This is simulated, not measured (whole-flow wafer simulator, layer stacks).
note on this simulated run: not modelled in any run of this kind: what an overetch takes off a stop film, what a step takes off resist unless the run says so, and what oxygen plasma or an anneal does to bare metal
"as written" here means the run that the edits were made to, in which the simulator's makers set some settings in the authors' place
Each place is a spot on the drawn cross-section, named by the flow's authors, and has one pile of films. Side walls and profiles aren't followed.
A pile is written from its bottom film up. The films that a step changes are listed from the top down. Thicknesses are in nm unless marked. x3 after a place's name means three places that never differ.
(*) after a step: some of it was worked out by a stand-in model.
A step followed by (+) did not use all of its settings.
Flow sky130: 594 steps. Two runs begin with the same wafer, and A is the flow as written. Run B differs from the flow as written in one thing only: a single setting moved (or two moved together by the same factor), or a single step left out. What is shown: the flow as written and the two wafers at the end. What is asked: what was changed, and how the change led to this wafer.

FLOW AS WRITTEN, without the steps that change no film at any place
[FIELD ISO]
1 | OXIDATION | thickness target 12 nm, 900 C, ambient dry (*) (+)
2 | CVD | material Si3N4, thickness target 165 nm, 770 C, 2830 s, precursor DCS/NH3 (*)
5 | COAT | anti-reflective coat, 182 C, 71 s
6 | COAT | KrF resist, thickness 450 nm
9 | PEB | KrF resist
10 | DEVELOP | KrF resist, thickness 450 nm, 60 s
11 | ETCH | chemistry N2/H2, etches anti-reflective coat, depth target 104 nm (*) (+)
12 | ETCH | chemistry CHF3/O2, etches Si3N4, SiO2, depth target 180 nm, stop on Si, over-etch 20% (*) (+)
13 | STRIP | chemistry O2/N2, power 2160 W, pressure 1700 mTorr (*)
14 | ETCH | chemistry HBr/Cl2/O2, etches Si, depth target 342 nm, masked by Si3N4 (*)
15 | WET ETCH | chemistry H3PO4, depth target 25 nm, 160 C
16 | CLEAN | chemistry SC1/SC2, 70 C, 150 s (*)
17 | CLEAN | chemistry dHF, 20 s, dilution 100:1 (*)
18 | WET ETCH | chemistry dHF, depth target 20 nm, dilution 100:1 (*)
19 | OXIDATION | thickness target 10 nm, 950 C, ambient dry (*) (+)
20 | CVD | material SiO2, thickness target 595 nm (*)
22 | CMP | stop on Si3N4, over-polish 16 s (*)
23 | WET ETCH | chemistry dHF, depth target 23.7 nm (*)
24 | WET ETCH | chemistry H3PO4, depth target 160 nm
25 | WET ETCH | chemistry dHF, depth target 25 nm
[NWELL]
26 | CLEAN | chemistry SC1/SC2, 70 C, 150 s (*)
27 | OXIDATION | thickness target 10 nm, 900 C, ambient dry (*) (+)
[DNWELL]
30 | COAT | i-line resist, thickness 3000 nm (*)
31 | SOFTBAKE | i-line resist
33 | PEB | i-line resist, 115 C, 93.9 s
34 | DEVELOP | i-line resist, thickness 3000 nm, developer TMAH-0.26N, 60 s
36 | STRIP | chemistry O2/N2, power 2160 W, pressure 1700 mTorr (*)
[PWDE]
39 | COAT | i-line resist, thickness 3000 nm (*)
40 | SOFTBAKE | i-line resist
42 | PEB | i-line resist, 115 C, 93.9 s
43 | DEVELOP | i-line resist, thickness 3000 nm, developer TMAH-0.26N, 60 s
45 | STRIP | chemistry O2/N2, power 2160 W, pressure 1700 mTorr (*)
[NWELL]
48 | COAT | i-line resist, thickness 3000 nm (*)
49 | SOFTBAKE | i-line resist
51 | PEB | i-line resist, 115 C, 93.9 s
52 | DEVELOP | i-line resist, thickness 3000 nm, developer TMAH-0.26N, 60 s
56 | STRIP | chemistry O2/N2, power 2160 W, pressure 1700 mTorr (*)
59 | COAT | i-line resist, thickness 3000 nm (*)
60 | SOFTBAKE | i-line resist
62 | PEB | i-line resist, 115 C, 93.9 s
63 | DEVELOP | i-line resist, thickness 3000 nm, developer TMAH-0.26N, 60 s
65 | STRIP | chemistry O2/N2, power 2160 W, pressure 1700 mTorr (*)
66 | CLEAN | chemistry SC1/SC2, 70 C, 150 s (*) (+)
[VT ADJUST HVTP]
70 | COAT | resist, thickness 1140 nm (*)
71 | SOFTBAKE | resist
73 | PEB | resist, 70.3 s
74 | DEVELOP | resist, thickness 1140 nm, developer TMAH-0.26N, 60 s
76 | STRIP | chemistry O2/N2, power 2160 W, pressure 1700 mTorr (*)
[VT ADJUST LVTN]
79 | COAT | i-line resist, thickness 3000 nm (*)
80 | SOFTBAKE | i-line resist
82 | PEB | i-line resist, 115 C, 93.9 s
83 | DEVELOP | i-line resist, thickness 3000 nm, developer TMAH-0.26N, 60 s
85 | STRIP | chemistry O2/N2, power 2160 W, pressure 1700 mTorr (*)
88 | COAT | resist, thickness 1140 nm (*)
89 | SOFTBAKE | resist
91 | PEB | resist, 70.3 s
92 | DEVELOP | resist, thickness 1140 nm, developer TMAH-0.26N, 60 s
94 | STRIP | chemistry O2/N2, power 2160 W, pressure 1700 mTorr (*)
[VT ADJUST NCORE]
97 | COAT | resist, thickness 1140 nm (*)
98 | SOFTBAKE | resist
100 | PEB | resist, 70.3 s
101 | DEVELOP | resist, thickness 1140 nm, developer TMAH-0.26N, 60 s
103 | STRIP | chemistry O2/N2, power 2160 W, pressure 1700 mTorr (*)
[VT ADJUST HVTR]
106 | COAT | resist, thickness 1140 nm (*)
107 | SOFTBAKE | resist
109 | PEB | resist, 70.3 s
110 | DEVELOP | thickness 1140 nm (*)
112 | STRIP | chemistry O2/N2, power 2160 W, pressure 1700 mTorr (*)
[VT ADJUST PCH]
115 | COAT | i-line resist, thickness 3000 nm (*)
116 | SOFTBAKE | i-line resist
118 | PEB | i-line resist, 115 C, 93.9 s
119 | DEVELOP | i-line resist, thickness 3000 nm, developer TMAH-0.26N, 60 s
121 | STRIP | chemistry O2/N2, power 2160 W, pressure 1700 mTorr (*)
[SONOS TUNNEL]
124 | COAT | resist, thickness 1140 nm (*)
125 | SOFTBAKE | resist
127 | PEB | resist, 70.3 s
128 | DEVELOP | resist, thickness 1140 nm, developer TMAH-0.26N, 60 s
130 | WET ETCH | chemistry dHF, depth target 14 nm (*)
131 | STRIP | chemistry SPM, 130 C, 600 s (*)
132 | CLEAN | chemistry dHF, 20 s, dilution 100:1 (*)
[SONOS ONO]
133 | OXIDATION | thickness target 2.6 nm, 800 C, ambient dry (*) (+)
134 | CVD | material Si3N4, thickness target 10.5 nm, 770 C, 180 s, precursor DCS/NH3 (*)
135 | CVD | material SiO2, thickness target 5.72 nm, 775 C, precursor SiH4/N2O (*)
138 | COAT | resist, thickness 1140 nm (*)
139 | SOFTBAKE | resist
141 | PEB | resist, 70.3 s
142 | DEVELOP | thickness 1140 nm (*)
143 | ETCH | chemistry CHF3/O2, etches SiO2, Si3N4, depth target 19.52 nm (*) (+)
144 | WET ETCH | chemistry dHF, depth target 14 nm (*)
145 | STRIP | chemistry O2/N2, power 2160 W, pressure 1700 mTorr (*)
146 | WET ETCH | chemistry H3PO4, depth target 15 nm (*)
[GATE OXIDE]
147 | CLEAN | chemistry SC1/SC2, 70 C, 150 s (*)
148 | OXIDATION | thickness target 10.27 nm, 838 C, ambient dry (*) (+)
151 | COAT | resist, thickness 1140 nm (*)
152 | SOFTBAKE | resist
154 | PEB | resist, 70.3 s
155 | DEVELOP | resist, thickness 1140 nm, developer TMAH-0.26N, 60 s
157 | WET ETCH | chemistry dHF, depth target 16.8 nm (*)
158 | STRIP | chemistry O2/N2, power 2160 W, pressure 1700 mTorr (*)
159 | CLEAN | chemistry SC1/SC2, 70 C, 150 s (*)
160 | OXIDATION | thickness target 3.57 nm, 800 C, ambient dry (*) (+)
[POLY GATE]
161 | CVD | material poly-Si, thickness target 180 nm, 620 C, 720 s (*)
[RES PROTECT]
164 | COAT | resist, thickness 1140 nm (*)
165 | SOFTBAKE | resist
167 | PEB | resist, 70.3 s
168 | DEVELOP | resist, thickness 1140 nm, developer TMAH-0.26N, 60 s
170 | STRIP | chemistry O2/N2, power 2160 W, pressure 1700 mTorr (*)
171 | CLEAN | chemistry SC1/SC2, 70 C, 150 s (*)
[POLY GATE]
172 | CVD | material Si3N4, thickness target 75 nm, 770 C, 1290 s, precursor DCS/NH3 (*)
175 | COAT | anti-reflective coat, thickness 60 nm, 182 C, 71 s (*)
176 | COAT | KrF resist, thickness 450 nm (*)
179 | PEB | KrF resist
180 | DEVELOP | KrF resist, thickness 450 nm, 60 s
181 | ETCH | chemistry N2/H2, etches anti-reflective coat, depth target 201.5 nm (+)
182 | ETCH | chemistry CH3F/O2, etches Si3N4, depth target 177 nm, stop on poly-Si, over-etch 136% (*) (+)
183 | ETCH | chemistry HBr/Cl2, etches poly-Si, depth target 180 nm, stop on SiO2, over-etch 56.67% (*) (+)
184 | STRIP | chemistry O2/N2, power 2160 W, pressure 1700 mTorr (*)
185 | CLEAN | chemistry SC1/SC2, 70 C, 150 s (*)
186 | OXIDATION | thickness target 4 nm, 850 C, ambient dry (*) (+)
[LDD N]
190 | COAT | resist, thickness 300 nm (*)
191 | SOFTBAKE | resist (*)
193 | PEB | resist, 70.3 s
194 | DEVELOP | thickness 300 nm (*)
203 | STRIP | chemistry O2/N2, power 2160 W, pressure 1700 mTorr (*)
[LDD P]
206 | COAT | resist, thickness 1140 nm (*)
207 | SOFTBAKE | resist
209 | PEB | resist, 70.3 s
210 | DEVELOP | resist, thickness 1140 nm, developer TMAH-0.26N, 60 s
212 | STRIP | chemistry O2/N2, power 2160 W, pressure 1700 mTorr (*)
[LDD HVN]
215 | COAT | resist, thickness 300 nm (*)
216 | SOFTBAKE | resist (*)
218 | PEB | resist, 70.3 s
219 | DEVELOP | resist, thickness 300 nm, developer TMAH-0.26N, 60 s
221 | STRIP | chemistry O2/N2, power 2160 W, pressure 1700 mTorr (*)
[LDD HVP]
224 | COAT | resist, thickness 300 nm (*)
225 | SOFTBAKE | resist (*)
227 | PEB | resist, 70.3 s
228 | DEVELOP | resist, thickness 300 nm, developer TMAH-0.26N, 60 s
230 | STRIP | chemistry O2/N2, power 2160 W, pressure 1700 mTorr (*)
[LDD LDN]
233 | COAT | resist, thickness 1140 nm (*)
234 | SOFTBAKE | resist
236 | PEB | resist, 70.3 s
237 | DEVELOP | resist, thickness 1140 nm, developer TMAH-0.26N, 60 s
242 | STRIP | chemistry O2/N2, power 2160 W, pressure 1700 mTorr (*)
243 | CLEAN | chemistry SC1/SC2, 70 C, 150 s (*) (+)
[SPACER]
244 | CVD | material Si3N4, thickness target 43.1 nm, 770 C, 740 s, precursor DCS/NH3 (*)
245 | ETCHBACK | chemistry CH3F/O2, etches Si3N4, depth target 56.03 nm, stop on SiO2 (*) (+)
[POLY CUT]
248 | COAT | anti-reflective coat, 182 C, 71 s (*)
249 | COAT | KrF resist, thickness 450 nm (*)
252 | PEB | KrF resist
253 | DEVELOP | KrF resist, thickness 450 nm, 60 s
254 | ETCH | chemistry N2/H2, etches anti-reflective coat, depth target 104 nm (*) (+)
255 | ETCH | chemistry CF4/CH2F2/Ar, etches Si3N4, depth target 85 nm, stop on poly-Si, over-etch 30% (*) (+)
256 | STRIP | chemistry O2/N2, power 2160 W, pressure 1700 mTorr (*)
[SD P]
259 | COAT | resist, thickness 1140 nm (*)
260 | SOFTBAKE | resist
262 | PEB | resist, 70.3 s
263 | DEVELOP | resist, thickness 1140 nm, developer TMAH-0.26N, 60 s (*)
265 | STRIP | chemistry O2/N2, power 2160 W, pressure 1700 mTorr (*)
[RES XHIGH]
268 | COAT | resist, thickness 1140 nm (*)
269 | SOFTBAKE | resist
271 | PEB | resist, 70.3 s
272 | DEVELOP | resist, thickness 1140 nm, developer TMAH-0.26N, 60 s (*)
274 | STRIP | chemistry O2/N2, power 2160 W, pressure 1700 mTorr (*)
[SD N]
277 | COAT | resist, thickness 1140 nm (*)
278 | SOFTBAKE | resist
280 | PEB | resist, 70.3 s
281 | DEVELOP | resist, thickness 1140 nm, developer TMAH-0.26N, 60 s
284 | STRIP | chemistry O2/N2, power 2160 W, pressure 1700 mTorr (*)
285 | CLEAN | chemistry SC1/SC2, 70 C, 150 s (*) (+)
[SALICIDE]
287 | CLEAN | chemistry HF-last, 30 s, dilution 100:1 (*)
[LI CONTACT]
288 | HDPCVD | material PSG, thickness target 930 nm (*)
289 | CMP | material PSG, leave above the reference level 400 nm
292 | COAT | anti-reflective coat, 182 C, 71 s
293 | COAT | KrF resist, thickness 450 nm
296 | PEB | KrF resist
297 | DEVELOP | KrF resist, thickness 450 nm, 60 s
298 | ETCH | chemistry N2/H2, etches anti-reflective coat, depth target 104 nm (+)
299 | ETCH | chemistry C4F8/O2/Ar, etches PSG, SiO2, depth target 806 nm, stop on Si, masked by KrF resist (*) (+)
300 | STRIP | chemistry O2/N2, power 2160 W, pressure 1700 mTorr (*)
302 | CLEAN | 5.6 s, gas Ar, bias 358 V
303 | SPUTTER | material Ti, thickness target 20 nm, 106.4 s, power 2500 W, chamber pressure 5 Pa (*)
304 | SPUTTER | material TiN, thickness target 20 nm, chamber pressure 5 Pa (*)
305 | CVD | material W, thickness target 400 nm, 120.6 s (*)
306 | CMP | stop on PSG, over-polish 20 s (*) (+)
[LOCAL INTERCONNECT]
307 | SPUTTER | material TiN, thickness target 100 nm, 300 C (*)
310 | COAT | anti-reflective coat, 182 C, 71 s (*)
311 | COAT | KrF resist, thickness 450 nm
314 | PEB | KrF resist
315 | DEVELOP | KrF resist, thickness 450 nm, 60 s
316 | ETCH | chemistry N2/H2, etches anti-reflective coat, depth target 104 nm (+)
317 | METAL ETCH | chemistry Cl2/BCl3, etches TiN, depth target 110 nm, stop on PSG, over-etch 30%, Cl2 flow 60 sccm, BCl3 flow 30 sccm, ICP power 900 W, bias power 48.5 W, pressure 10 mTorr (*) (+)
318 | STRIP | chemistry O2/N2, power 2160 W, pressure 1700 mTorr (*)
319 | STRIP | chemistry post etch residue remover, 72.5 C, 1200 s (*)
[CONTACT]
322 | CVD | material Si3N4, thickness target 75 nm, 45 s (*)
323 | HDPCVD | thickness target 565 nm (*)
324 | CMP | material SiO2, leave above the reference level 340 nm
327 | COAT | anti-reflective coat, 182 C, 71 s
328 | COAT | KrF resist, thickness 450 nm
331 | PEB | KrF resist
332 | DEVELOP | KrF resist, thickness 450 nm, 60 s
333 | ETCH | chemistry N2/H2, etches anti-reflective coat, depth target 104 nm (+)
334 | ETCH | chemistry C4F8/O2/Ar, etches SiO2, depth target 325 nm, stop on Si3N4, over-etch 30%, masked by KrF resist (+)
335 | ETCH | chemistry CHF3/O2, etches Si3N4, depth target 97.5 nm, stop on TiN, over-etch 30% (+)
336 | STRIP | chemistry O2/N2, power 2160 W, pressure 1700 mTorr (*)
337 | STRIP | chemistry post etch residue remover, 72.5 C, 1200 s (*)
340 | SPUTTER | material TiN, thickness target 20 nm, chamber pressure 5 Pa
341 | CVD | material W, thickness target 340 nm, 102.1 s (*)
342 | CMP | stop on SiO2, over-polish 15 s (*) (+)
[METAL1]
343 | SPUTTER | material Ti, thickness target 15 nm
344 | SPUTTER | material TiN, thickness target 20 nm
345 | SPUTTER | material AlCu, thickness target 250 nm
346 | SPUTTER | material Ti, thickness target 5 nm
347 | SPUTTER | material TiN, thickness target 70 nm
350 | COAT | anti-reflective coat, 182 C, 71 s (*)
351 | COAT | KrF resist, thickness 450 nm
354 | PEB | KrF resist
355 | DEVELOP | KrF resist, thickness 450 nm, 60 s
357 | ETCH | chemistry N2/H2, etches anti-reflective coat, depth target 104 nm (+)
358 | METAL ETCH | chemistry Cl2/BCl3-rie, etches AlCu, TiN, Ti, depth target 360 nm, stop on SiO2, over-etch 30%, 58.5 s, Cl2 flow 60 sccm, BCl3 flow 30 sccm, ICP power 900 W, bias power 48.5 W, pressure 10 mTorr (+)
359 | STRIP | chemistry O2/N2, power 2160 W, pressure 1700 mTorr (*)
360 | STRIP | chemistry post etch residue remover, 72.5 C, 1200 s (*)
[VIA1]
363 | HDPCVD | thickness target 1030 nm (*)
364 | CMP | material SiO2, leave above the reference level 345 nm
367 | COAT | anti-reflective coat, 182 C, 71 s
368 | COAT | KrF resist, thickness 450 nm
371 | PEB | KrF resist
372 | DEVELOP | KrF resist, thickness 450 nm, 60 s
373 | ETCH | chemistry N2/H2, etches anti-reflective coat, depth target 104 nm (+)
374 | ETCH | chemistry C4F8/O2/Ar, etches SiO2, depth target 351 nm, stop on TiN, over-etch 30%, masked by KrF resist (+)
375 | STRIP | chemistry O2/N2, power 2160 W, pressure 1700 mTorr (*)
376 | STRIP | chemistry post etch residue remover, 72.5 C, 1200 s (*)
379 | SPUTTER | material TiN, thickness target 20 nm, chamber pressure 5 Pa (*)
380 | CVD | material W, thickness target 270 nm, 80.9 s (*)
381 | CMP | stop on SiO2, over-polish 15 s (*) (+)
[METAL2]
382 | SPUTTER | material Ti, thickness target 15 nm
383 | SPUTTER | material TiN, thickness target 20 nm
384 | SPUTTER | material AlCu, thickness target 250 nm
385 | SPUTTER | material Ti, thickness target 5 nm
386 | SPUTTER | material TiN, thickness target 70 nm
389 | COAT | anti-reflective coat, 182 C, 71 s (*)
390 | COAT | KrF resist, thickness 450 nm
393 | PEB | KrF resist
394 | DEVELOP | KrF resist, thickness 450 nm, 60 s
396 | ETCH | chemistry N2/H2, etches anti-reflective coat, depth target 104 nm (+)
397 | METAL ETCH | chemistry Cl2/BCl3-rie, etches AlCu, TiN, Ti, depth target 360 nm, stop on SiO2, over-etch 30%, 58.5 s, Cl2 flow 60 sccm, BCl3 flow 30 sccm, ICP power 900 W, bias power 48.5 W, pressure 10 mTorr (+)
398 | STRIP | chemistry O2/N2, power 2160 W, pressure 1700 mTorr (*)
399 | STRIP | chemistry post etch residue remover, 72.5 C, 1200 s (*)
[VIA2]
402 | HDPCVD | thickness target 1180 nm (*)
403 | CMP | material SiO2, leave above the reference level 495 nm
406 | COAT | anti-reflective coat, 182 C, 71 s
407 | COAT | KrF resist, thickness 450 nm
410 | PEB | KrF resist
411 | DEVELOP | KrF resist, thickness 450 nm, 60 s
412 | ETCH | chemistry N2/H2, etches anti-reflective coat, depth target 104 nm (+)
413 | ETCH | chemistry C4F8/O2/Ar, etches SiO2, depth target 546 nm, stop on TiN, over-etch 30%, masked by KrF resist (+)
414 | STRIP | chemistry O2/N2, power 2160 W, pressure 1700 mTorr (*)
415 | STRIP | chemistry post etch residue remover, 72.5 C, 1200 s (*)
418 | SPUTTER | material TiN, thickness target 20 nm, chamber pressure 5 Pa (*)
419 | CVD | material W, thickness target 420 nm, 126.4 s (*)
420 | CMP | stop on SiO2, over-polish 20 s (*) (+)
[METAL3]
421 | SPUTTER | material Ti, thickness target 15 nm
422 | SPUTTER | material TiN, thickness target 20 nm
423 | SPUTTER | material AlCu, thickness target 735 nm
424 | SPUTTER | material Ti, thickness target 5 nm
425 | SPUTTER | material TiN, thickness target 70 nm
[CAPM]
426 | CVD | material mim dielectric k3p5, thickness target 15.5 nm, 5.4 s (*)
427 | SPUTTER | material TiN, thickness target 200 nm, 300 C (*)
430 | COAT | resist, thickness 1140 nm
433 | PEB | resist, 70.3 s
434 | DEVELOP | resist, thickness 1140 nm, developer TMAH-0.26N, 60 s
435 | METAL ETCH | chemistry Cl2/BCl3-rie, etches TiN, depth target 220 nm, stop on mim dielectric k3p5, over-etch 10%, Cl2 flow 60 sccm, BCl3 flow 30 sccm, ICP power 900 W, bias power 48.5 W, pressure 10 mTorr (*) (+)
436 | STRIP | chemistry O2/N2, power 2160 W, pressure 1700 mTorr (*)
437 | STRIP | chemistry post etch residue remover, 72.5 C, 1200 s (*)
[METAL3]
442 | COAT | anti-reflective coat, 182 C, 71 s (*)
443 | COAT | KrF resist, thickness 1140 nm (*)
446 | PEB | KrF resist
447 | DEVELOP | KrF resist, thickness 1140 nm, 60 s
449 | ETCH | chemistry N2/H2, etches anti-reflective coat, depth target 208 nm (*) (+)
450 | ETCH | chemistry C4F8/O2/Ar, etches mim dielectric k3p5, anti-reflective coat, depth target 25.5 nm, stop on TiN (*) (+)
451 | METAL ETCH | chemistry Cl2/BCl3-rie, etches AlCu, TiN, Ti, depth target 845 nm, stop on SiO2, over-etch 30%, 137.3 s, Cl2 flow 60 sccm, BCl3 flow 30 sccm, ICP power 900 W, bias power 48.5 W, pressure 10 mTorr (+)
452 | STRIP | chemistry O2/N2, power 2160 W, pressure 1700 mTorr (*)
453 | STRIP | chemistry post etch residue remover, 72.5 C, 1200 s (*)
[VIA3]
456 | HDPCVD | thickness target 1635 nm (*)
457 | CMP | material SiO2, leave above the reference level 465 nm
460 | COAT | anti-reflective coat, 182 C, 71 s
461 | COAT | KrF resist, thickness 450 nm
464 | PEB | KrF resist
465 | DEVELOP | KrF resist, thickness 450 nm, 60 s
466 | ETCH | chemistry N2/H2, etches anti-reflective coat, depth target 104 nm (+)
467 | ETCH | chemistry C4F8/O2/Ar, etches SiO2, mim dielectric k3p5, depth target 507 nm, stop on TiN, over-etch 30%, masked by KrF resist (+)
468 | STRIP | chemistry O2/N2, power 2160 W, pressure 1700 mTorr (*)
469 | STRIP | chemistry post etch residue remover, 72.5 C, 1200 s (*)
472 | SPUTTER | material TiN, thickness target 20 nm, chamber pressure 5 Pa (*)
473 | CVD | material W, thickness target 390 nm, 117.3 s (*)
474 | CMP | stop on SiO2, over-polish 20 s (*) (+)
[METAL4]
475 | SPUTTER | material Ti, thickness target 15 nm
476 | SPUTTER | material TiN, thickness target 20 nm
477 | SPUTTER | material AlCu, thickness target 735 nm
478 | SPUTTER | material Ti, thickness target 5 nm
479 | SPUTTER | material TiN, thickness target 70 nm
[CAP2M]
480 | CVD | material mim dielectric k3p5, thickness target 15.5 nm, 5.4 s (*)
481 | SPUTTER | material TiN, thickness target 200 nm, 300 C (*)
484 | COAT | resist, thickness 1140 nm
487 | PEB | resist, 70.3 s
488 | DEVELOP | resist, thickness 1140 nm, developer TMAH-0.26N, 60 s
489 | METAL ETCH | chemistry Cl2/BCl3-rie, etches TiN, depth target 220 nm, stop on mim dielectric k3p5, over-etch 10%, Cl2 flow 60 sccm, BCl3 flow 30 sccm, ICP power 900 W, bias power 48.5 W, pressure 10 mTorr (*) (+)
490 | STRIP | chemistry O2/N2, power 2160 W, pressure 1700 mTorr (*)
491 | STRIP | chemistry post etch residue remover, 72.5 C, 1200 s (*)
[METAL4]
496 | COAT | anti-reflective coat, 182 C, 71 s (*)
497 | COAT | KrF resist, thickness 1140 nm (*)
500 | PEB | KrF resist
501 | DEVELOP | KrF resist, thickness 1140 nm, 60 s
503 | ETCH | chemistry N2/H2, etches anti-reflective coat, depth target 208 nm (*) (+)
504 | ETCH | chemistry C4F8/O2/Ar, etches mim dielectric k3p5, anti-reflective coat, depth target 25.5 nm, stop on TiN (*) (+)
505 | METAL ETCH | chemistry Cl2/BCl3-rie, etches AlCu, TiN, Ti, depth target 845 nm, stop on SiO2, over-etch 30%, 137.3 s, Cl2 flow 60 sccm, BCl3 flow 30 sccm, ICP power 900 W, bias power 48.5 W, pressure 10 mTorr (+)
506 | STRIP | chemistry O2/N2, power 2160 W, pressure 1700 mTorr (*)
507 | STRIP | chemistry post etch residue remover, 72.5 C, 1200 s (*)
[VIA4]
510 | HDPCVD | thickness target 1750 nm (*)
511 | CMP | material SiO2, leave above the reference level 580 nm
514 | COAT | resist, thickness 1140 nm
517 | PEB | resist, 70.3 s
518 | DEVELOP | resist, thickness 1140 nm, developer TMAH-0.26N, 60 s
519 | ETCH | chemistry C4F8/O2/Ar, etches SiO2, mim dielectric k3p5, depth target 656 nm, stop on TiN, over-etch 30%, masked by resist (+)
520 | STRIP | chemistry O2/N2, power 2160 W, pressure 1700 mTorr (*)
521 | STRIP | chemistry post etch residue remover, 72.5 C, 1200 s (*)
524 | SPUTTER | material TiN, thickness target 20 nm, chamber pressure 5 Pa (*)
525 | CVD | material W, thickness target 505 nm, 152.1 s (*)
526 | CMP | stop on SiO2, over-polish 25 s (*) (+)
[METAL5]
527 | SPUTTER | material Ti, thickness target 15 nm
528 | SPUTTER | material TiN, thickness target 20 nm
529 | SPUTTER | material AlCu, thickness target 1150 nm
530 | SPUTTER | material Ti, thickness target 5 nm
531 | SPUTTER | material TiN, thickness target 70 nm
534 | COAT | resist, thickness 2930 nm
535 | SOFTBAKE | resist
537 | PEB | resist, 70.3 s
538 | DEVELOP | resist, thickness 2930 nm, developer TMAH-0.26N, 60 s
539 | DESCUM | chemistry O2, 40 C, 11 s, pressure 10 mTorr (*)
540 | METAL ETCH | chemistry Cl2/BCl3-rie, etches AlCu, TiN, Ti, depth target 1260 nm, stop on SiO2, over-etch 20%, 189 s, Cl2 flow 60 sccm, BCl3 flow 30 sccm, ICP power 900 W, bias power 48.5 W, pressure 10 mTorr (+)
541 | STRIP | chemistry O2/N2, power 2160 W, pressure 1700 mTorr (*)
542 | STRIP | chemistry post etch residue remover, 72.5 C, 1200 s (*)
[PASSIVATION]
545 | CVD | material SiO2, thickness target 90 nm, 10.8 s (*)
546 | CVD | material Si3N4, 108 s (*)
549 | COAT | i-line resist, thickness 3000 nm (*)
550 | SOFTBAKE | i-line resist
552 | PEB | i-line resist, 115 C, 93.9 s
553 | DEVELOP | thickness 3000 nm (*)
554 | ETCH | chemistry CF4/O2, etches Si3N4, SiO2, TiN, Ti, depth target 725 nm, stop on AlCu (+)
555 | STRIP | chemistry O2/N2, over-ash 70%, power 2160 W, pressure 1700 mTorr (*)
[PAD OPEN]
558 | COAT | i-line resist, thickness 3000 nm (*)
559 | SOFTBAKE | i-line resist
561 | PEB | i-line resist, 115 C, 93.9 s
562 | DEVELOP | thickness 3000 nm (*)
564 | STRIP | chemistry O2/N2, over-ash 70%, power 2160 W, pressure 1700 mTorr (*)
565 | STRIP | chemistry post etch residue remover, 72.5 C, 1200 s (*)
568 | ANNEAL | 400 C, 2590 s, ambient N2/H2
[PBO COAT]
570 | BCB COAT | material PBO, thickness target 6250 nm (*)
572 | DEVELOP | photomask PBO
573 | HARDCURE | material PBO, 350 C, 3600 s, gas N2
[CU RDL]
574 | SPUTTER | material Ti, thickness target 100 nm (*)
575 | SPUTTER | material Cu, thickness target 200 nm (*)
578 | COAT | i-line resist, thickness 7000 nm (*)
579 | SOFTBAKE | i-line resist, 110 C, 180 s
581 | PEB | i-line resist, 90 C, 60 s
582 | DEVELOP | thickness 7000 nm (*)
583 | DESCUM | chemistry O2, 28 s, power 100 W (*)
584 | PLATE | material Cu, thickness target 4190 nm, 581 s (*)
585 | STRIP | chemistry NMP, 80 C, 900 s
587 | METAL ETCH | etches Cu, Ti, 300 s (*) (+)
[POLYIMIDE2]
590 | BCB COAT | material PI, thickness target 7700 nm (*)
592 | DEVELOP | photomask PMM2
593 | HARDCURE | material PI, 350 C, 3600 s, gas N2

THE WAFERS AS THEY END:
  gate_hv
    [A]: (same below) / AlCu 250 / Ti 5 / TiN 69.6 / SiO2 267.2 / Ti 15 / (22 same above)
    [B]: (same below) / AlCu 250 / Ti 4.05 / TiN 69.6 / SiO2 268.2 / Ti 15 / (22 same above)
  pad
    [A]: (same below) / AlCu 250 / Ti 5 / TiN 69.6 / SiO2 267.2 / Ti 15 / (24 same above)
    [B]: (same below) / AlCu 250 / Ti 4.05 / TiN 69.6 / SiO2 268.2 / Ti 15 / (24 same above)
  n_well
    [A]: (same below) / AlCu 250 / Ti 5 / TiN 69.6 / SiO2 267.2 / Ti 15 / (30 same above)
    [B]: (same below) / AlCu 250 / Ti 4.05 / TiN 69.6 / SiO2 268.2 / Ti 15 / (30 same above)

What caused this: step 346, SPUTTER: thickness target 4.05 nm was run, while the flow as written has thickness target 5 nm.
One can read it off the wafer: gate_hv has Ti 4.05, and step 346 as written asks for 5 nm.

How this came from the change, step by step:
  346 | SPUTTER | material Ti, thickness target 5 nm
      field, active, n_well and 188 more: A +5 Ti (new film) | B +4.05 Ti (new film)
  358 | METAL ETCH | chemistry Cl2/BCl3-rie, etches AlCu, TiN, Ti, depth target 360 nm, stop on SiO2, over-etch 30%, 58.5 s, Cl2 flow 60 sccm, BCl3 flow 30 sccm, ICP power 900 W, bias power 48.5 W, pressure 10 mTorr (+)
      field, active, gate and 81 more: A -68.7 TiN (all of it), -5 Ti (all of it), -250 AlCu (all of it), -20 TiN (all of it), -15 Ti (all of it), -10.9 SiO2 | B -68.7 TiN (all of it), -4.05 Ti (all of it), -250 AlCu (all of it), -20 TiN (all of it), -15 Ti (all of it), -11 SiO2
